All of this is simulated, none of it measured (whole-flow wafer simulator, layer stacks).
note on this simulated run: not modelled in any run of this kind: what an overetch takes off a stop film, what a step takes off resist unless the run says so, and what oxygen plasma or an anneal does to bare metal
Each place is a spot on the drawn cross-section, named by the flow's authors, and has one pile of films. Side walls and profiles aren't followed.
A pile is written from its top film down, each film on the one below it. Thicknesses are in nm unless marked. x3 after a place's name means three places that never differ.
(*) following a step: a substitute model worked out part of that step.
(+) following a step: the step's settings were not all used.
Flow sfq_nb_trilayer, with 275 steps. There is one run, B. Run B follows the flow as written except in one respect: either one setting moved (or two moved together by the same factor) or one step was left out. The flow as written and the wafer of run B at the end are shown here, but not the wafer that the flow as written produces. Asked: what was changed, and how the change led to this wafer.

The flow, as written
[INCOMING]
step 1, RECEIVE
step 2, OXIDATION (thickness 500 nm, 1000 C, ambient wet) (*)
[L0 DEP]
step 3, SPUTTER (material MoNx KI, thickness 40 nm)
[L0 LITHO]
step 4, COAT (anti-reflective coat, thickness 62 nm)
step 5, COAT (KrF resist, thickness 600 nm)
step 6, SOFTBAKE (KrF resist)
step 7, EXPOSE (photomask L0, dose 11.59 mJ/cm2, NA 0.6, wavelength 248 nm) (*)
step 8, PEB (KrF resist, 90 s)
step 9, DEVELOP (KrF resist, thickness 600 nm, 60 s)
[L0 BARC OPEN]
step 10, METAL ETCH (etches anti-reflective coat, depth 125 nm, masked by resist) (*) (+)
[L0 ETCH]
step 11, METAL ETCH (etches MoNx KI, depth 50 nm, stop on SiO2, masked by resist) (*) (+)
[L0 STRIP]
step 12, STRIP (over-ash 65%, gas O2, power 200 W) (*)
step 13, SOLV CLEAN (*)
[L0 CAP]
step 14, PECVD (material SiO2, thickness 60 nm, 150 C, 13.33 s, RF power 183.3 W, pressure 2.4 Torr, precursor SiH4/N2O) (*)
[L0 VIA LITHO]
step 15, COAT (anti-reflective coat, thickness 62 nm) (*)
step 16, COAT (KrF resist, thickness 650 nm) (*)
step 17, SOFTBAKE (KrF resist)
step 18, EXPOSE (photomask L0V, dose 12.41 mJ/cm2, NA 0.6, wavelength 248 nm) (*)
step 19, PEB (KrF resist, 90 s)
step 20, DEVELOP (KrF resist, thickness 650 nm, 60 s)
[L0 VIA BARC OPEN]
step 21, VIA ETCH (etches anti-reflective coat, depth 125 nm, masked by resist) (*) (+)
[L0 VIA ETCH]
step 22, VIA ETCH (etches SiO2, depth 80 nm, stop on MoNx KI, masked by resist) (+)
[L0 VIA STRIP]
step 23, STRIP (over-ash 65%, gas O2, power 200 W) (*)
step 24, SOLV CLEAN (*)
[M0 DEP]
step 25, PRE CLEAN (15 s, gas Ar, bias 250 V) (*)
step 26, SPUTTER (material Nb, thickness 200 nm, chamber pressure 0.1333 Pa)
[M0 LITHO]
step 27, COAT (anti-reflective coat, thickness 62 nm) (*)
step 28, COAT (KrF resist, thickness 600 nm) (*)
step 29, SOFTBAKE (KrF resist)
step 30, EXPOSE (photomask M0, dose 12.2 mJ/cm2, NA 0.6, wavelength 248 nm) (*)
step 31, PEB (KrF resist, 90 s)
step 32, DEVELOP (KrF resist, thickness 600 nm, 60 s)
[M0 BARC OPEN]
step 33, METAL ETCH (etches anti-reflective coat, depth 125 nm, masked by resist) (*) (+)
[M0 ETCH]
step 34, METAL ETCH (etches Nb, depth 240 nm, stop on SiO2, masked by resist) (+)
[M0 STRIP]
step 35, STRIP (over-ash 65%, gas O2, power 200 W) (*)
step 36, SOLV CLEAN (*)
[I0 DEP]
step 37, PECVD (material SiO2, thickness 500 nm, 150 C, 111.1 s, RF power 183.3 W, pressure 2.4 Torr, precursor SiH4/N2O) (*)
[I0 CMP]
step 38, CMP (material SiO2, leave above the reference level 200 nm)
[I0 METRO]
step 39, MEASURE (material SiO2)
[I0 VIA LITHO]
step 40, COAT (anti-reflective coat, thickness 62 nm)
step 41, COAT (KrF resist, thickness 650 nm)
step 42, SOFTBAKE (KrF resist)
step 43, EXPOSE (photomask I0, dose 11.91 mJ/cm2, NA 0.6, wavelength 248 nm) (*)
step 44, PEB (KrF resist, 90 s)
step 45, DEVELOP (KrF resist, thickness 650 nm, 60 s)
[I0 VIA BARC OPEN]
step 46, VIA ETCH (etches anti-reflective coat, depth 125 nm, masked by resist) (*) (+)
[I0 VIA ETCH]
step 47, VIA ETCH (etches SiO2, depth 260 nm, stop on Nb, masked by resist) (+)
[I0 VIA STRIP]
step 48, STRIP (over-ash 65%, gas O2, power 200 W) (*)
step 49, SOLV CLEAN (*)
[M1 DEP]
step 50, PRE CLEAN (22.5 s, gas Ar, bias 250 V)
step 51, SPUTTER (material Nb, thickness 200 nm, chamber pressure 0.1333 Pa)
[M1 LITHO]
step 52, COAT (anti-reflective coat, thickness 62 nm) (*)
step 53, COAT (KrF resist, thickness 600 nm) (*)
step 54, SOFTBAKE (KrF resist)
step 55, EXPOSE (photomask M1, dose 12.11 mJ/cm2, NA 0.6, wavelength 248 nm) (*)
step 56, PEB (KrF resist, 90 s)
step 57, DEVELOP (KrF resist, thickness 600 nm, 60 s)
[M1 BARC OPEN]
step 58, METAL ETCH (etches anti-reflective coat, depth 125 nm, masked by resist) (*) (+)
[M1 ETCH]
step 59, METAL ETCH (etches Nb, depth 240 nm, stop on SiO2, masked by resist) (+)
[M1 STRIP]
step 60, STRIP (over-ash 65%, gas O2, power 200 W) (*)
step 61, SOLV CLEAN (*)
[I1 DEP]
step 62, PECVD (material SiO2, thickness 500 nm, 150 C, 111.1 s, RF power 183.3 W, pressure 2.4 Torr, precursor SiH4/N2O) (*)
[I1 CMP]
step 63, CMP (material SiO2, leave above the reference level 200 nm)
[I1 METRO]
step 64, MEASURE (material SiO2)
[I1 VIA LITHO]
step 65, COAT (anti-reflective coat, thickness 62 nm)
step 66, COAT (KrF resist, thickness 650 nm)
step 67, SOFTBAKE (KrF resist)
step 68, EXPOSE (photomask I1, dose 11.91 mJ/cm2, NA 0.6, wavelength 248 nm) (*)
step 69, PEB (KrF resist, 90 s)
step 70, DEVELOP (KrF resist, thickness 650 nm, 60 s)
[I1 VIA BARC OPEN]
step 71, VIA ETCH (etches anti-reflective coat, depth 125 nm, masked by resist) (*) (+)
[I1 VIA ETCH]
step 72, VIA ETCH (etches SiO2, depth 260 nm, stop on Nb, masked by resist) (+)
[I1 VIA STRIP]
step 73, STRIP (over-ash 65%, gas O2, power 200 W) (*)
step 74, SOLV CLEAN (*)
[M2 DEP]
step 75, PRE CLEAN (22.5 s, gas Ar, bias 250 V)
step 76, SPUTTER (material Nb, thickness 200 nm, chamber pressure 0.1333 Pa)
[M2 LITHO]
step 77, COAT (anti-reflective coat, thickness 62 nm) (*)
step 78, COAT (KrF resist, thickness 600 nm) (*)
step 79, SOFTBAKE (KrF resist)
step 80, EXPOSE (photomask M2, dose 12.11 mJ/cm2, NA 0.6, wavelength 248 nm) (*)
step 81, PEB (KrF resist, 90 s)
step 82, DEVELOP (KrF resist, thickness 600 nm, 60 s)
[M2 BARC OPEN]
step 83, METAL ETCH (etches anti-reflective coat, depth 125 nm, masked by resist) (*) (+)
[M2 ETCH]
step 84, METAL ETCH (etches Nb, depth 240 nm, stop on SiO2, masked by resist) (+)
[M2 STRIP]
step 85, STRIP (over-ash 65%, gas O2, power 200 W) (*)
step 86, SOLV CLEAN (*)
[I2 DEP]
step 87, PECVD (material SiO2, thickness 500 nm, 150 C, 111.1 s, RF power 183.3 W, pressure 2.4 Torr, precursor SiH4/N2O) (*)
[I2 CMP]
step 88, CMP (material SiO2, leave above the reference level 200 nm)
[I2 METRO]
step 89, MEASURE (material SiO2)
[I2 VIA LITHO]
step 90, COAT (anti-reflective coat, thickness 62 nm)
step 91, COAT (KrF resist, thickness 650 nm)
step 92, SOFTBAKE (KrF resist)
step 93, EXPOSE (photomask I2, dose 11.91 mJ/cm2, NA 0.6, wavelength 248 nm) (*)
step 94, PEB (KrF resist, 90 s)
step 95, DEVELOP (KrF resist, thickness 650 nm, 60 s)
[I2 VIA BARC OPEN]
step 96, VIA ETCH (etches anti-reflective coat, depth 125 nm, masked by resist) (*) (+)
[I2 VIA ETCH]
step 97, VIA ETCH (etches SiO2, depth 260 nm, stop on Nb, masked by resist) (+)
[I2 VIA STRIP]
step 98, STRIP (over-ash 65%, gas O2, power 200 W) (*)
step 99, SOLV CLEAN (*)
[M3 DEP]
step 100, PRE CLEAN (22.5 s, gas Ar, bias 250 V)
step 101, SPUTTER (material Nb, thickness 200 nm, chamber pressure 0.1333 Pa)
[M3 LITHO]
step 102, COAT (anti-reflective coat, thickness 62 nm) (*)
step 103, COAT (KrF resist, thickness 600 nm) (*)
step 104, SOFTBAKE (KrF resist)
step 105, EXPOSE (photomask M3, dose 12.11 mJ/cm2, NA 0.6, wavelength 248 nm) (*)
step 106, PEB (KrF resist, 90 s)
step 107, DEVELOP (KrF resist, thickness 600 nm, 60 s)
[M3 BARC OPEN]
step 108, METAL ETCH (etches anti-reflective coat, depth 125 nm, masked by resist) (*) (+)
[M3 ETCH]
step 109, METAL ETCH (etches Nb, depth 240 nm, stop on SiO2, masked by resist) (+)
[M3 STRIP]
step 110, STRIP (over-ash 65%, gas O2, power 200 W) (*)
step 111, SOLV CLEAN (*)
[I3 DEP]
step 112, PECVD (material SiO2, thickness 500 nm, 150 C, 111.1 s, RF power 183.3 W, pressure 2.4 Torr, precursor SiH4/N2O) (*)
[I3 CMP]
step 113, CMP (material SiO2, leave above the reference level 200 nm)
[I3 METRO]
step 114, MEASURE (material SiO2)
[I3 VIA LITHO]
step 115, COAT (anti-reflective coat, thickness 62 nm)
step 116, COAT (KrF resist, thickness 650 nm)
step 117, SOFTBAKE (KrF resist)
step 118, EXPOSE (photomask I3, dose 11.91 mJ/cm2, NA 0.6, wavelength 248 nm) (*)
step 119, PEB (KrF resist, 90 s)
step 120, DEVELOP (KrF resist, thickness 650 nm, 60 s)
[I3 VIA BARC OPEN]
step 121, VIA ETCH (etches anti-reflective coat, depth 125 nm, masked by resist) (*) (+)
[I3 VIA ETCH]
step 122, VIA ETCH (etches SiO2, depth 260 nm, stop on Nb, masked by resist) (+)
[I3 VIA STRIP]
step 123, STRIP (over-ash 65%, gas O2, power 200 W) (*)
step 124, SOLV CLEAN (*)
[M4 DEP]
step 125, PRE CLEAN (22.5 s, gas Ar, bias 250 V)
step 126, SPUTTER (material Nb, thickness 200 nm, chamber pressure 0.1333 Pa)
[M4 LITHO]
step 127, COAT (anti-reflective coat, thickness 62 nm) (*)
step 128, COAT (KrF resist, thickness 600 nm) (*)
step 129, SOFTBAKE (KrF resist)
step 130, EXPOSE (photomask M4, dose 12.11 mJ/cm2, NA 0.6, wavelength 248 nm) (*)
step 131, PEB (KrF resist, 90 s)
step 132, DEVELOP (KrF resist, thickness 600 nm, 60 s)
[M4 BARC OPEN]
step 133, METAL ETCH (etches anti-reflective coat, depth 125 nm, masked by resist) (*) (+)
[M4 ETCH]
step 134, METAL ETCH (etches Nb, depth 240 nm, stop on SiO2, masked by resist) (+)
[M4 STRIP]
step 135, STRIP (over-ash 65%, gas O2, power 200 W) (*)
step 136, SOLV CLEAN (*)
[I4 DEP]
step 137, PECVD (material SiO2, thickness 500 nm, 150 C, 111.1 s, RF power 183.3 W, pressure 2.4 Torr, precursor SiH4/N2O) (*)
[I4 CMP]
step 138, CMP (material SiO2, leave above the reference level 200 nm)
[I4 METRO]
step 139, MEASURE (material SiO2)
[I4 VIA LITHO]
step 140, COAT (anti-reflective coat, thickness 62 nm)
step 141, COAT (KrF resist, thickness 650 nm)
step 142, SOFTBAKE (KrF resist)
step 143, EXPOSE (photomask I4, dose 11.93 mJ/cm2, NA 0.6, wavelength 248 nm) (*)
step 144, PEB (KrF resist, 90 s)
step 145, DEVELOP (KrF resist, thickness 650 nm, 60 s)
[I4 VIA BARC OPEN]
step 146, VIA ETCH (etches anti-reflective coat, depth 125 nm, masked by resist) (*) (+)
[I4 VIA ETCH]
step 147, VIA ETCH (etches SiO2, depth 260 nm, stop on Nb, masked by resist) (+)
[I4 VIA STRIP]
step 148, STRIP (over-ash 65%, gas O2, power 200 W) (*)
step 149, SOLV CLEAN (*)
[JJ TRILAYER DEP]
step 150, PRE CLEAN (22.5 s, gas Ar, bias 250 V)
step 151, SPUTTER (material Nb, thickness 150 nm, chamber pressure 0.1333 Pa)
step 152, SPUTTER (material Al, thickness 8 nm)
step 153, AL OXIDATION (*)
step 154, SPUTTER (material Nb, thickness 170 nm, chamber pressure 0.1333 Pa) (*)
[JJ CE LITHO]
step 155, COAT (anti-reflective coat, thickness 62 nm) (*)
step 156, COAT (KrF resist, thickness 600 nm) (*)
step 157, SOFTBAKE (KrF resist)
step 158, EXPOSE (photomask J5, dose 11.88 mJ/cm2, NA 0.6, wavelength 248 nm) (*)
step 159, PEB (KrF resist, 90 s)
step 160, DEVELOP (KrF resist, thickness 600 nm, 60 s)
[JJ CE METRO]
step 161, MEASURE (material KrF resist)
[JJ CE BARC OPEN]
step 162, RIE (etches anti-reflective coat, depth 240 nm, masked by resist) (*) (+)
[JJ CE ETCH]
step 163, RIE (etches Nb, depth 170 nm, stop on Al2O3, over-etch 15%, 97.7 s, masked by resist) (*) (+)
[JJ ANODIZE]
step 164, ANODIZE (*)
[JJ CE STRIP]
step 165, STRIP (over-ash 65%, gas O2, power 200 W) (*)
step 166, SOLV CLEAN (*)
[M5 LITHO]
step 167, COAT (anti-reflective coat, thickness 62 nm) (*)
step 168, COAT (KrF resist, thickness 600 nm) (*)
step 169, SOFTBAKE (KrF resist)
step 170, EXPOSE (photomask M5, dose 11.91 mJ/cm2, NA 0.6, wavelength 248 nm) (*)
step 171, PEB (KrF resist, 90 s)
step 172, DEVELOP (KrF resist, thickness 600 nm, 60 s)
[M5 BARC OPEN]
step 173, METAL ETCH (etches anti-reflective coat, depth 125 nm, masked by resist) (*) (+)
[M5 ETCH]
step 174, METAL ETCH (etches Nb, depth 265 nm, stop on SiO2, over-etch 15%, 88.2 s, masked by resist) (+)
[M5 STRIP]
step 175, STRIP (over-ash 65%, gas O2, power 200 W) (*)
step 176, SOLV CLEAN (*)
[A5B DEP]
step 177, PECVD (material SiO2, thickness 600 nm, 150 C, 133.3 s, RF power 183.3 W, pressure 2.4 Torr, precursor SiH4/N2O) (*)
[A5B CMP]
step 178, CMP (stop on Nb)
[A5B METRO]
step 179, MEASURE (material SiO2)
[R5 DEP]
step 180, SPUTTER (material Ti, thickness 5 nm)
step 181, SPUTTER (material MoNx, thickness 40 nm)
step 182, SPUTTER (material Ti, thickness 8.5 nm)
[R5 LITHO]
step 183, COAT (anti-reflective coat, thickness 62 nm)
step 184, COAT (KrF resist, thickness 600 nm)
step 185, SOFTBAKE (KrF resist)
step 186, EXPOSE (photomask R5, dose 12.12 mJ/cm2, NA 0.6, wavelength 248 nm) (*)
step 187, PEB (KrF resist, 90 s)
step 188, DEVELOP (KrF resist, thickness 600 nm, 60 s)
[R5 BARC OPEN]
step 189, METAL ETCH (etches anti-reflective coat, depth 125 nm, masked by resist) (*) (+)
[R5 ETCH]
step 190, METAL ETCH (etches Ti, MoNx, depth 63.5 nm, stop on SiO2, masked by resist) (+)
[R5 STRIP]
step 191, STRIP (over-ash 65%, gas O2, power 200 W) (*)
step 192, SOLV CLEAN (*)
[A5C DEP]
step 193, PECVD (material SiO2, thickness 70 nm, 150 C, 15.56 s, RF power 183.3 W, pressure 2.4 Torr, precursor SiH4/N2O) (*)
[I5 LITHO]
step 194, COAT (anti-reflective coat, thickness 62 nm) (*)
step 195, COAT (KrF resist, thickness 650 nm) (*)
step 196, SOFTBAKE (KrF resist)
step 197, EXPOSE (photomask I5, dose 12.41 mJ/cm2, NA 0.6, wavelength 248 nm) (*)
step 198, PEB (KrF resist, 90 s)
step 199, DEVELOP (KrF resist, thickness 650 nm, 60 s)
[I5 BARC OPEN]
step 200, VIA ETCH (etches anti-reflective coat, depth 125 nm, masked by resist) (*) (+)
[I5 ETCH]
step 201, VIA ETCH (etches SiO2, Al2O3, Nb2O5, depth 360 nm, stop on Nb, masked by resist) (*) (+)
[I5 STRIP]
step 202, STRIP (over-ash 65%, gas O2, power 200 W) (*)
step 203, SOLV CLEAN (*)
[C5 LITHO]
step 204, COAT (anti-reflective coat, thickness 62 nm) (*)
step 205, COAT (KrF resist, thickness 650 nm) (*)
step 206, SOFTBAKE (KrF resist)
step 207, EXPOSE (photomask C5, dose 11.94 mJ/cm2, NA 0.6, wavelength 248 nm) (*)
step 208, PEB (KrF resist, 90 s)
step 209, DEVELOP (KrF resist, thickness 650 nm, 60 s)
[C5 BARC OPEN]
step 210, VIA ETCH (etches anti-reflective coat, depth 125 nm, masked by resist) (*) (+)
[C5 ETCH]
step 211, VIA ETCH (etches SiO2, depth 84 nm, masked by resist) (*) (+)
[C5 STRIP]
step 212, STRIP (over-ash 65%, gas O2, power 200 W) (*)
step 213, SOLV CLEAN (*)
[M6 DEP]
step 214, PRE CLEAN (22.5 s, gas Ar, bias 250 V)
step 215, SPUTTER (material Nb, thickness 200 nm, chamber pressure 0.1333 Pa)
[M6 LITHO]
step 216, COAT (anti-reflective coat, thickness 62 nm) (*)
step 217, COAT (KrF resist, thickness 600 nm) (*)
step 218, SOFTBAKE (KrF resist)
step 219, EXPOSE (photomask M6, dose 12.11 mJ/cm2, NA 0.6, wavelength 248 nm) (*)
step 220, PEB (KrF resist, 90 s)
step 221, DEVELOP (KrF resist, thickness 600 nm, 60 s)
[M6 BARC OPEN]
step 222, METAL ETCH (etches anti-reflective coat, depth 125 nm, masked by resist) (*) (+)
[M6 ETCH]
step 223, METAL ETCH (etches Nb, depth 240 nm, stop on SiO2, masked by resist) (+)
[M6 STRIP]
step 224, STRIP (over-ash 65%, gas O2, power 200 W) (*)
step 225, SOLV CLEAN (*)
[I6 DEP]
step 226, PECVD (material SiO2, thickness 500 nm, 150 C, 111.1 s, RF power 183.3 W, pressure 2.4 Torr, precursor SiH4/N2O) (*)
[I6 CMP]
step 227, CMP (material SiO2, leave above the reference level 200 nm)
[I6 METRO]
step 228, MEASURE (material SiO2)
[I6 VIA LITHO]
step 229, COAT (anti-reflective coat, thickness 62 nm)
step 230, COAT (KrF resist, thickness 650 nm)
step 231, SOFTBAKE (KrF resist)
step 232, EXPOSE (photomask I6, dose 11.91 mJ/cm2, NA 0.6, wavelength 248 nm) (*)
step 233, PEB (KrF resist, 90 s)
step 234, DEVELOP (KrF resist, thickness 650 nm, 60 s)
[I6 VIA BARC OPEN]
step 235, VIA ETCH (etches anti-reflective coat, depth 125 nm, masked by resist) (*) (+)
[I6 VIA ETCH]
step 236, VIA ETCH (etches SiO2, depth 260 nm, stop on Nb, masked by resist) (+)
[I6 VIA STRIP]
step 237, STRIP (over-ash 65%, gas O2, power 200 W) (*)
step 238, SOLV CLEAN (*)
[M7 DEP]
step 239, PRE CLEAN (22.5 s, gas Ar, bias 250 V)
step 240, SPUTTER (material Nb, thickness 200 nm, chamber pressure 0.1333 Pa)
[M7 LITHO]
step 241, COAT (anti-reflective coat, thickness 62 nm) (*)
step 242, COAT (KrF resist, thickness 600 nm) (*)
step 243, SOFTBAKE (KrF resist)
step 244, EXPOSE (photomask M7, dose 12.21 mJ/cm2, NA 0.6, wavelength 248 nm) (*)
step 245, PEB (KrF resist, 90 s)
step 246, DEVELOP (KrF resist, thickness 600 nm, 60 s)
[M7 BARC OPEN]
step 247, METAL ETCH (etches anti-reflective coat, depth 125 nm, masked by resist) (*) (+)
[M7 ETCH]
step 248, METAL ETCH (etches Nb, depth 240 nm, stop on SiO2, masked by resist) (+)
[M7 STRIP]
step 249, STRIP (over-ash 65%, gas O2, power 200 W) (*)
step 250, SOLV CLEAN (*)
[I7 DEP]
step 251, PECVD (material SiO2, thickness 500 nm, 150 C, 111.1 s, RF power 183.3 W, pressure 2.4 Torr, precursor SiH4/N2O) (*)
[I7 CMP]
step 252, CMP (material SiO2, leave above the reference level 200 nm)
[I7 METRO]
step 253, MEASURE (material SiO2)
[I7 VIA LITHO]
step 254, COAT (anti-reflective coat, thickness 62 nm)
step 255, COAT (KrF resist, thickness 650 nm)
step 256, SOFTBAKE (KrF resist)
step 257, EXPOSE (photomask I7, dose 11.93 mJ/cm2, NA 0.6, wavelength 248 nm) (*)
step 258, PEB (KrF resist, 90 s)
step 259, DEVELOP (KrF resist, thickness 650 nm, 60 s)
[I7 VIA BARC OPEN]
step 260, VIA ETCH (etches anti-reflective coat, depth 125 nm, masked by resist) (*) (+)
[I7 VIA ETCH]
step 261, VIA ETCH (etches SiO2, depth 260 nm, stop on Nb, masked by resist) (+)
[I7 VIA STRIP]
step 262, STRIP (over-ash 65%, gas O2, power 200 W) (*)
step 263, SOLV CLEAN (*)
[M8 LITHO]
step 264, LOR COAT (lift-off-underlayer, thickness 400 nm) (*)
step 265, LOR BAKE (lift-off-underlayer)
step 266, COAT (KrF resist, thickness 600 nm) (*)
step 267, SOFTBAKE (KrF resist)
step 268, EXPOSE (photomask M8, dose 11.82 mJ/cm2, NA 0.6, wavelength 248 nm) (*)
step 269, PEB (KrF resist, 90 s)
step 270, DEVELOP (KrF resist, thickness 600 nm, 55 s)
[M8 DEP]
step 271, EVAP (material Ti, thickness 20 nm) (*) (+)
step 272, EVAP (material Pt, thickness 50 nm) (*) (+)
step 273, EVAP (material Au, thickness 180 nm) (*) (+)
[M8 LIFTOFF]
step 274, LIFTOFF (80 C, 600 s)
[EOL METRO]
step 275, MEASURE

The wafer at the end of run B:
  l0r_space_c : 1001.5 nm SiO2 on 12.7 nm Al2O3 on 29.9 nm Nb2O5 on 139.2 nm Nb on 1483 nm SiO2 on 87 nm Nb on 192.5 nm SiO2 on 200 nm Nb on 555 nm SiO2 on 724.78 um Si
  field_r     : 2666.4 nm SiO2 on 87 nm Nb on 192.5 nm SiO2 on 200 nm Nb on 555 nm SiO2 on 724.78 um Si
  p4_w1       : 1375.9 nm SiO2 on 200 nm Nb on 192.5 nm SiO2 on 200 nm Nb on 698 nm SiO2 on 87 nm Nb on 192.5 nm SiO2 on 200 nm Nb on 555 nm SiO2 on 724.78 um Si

The reason: step 59, METAL ETCH: depth 113 nm was run, though the flow has depth 240 nm.

How this came from the change, step by step:
  step 59, METAL ETCH (etches Nb, depth 240 nm, stop on SiO2, masked by resist) (+)
      field_l, be, be_sur and 79 more: Nb loses 113 (as written it would have been: Nb loses 200 (all of it))
      v_sur, via_wl, via_w and 21 more: KrF resist loses 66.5 (as written it would have been: KrF resist loses 141.2)
  step 60, STRIP (over-ash 65%, gas O2, power 200 W) (*)
      wl_j_sl, wl_jj, wl_j_sr and 13 more: KrF resist loses 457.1 (all of it), anti-reflective coat loses 62 (all of it) (as written it would have been: KrF resist loses 382.4 (all of it), anti-reflective coat loses 62 (all of it))
      v_sur: KrF resist loses 440.6 (all of it), anti-reflective coat loses 61.1 (all of it) (as written it would have been: KrF resist loses 365.9 (all of it), anti-reflective coat loses 61.1 (all of it))
      (and at 7 other places as well)
  step 62, PECVD (material SiO2, thickness 500 nm, 150 C, 111.1 s, RF power 183.3 W, pressure 2.4 Torr, precursor SiH4/N2O) (*)
      field_l, be, be_sur and 72 more: SiO2 gains 500 (new film) (as written it would have been: SiO2 gains 500)
      lsp_m, ln_m6, lsp_r, l0_sur, l0v: SiO2 gains 500 (new film) (as written it would have been: SiO2 gains 494.9)
      (and at 2 other places as well)
  step 63, CMP (material SiO2, leave above the reference level 200 nm)
      field_l, be, be_sur and 72 more: SiO2 loses 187 (as written it would have been: SiO2 loses 100)
      lsp_m, ln_m6, lsp_r, l0_sur, l0v: SiO2 loses 187 (as written it would have been: SiO2 loses 94.9)
      (and at 2 other places as well)
Taking metal films that touch as one body, l0r_space_c has 3 bodies (between them, from the top down: SiO2 1483; SiO2 192.5); the flow as written gives 2 bodies (between them, from the top down: SiO2 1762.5).
Taking metal films that touch as one body, field_r has 2 bodies (between them, from the top down: SiO2 192.5); the flow as written gives 1 body.
Taking metal films that touch as one body, p4_w1 has 4 bodies (between them, from the top down: SiO2 192.5; SiO2 698; SiO2 192.5); the flow as written gives 3 bodies (between them, from the top down: SiO2 192.5; SiO2 977.5).
